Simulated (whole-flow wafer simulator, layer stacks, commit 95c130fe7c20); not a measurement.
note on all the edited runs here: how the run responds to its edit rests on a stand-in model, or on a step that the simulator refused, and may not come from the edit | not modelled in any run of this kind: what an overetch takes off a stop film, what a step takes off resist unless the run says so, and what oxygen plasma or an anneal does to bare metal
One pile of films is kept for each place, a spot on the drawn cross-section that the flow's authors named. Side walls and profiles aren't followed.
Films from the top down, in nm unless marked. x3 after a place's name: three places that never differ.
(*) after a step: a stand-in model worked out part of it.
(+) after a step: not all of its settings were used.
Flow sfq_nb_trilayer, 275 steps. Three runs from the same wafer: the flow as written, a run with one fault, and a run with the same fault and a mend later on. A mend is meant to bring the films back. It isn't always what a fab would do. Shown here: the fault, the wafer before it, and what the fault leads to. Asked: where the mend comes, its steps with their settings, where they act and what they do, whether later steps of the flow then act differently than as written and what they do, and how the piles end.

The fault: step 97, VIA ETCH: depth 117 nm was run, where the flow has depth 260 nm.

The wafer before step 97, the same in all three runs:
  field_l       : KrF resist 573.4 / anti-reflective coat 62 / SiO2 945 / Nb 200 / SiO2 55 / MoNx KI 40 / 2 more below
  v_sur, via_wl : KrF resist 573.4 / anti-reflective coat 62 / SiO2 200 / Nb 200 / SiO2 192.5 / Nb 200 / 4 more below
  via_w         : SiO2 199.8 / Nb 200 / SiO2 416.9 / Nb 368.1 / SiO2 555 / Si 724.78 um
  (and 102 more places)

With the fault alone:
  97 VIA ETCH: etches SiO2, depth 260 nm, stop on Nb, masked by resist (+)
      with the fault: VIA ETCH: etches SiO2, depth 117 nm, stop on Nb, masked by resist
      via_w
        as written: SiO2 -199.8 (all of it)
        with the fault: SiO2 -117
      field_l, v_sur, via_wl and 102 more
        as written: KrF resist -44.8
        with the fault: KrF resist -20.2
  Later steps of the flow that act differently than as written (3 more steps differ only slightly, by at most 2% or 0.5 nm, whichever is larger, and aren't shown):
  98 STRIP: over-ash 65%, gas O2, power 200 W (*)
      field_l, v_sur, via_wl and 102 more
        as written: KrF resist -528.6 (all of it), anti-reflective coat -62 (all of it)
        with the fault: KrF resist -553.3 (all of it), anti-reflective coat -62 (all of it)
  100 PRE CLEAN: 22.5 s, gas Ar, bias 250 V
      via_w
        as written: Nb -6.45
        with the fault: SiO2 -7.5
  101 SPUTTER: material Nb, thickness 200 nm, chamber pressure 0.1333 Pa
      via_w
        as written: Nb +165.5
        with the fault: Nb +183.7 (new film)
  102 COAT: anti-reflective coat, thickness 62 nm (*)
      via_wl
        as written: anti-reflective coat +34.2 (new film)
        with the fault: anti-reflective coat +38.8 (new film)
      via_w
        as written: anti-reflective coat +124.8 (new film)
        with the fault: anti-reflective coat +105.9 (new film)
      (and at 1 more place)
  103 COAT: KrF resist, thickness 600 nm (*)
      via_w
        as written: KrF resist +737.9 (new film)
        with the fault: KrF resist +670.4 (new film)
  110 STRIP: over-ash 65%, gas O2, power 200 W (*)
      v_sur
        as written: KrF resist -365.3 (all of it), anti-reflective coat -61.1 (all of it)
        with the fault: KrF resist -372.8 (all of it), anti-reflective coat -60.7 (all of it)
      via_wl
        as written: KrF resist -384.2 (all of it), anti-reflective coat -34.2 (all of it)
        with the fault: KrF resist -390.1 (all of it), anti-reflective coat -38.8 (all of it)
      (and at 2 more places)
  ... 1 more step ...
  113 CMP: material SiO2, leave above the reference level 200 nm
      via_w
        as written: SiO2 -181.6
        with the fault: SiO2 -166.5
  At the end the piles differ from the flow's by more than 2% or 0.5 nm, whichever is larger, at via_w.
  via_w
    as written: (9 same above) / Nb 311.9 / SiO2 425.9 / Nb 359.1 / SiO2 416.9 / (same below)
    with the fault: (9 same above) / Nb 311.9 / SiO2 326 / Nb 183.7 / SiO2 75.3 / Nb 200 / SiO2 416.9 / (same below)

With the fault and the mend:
  The mend comes after step 98.
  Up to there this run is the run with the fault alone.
  98a COAT: anti-reflective coat, thickness 62 nm (*) (the flow's step 90 once more)
      p4_fl x3, p4_w1 x9, p4_g1 x2 and 63 more
        anti-reflective coat +62 (new film)
      gap, jj_sur, ce_l and 16 more
        anti-reflective coat +61.9 (new film)
      field_l, wire
        anti-reflective coat +61.7 (new film)
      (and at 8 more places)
  98b COAT: KrF resist, thickness 650 nm (*) (the flow's step 91 once more)
      p4_fl x3, p4_w1 x9, p4_g1 x2 and 63 more
        KrF resist +650 (new film)
      moat, field_r, lsp_l and 6 more
        KrF resist +649.7 (new film)
      be_r, r_sur, res, r_end
        KrF resist +649.6 (new film)
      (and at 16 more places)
  98c SOFTBAKE: KrF resist (the flow's step 92 once more)
      changes no film at any place that is followed
  98d EXPOSE: photomask I2, dose 11.91 mJ/cm2, NA 0.6, wavelength 248 nm (*) (the flow's step 93 once more)
      changes no film at any place that is followed
  98e PEB: KrF resist, 90 s (the flow's step 94 once more)
      be_sur, gap, jj_sur and 94 more
        KrF resist -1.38
      v_sur, via_sp, via_v, wire, be
        KrF resist -1.37
      via_wl, via_wr
        KrF resist -1.41
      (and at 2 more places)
  98f DEVELOP: KrF resist, thickness 650 nm, 60 s (the flow's step 95 once more)
      field_l, v_sur, via_wl and 102 more
        KrF resist -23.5
      via_w
        KrF resist -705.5 (all of it)
  98g VIA ETCH: etches anti-reflective coat, depth 125 nm, masked by resist (+) (the flow's step 96 once more)
      field_l, v_sur, via_wl and 102 more
        KrF resist -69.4
      via_w
        anti-reflective coat -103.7 (all of it), SiO2 -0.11
  98h VIA ETCH: etches SiO2, depth 143 nm, stop on Nb, masked by resist (+) (the flow's step 97 once more, with other settings)
      field_l, v_sur, via_wl and 102 more
        KrF resist -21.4
      via_w
        SiO2 -82.7 (all of it)
  98i STRIP: over-ash 65%, gas O2, power 200 W (*) (the flow's step 98 once more)
      p4_fl x3, p4_w1 x9, p4_g1 x2 and 63 more
        KrF resist -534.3 (all of it), anti-reflective coat -62 (all of it)
      r_sur, res, r_end, moat, field_r, lsp_l, l0v
        KrF resist -533.9 (all of it), anti-reflective coat -61.9 (all of it)
      ln_m5, lsp_m, ln_m6, lsp_r, l0_sur
        KrF resist -534 (all of it), anti-reflective coat -61.9 (all of it)
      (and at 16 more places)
  No later step of the flow acts differently than as written at any place that is followed.
  At the end the piles are the same as the flow's at every place that both follow.
